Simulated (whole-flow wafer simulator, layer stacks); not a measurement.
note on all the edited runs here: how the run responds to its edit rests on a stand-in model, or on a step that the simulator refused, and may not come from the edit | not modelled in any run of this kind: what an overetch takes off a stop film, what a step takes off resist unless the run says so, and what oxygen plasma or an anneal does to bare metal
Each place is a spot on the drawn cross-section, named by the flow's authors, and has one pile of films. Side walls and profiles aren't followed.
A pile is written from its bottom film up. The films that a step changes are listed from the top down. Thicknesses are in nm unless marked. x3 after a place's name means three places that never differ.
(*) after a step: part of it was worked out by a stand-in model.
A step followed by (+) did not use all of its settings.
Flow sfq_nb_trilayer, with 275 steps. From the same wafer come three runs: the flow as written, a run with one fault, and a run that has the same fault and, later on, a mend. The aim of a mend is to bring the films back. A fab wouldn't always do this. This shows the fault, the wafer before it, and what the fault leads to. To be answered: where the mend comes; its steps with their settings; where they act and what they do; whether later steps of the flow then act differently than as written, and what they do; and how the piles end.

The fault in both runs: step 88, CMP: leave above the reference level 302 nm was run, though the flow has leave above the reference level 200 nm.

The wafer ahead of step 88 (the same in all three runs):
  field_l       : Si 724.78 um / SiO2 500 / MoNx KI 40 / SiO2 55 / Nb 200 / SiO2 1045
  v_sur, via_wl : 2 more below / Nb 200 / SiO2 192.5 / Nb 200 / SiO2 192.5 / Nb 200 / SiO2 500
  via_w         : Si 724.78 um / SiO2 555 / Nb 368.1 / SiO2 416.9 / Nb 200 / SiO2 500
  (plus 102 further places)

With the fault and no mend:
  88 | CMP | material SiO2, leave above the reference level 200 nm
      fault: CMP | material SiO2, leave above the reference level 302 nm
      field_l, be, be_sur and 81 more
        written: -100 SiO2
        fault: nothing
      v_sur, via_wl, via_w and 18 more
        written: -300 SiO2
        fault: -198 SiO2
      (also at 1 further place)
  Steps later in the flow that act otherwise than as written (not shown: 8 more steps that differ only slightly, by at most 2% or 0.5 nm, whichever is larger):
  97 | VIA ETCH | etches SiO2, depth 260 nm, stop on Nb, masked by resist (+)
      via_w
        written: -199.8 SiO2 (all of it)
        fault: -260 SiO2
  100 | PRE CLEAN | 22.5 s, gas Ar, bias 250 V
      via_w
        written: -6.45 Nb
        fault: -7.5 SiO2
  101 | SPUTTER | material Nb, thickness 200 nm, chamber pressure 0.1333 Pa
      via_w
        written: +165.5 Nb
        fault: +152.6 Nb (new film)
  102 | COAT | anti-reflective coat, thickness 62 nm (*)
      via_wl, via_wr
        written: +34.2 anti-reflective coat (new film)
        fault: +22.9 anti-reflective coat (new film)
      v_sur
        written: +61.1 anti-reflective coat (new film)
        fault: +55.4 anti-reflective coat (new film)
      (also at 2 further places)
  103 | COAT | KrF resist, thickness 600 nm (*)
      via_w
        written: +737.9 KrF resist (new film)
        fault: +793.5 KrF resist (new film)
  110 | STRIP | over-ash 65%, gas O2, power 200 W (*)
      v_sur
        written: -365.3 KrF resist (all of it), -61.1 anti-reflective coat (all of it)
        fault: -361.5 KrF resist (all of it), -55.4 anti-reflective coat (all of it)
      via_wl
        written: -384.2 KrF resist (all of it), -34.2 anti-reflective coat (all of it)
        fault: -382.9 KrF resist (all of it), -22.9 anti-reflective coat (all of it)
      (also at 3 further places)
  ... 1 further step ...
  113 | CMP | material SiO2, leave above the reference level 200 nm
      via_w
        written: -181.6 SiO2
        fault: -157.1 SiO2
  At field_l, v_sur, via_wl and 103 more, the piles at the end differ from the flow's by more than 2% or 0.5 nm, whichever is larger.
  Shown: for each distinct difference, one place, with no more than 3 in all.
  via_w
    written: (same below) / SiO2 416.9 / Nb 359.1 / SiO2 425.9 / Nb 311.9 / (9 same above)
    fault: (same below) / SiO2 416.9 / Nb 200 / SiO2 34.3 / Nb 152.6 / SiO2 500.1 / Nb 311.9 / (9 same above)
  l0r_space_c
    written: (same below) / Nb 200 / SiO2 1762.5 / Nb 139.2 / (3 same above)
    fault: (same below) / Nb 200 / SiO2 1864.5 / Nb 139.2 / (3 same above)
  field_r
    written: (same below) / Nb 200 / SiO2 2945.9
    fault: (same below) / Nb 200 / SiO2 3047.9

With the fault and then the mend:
  The mend follows step 95.
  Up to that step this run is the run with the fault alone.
  95a | STRIP | over-ash 65%, gas O2, power 200 W (*)
      ce_l, c5j, ce_r and 27 more
        -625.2 KrF resist (all of it), -62 anti-reflective coat (all of it)
      m0r_line_l, m0r_line_r, r5r_space_c, r5r_line_r, m6r_line_l, m6r_line_r, m7r_line_l, m7r_line_r
        -625.4 KrF resist (all of it), -62.1 anti-reflective coat (all of it)
      wl_j_sr, wl_a_sl, wl_a_m6, wl_a_sr, wl_b_sl, wl_b_m5, wl_b_sr
        -624.9 KrF resist (all of it), -61.9 anti-reflective coat (all of it)
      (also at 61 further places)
  95b | CMP | material SiO2, leave above the reference level 200 nm (a further turn of the flow's step 88)
      field_l, be, be_sur and 81 more
        -100 SiO2
      v_sur, via_wl, via_w and 19 more
        -102 SiO2
  95c | COAT | anti-reflective coat, thickness 62 nm (a further turn of the flow's step 90)
      field_l, v_sur, via_wl and 103 more
        +62 anti-reflective coat (new film)
  95d | COAT | KrF resist, thickness 650 nm (a further turn of the flow's step 91)
      field_l, v_sur, via_wl and 103 more
        +650 KrF resist (new film)
  95e | SOFTBAKE | KrF resist (a further turn of the flow's step 92)
      does not change any film at any place that is followed
  95f | EXPOSE | photomask I2, dose 11.91 mJ/cm2, NA 0.6, wavelength 248 nm (*) (a further turn of the flow's step 93)
      does not change any film at any place that is followed
  95g | PEB | KrF resist, 90 s (a further turn of the flow's step 94)
      field_l, v_sur, via_wl and 103 more
        -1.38 KrF resist
  95h | DEVELOP | KrF resist, thickness 650 nm, 60 s (a further turn of the flow's step 95)
      field_l, v_sur, via_wl and 102 more
        -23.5 KrF resist
      via_w
        -648.6 KrF resist (all of it)
  Every later step of the flow that is run acts as written at every place that is followed.
  The piles end the same as the flow's at every place that both follow.
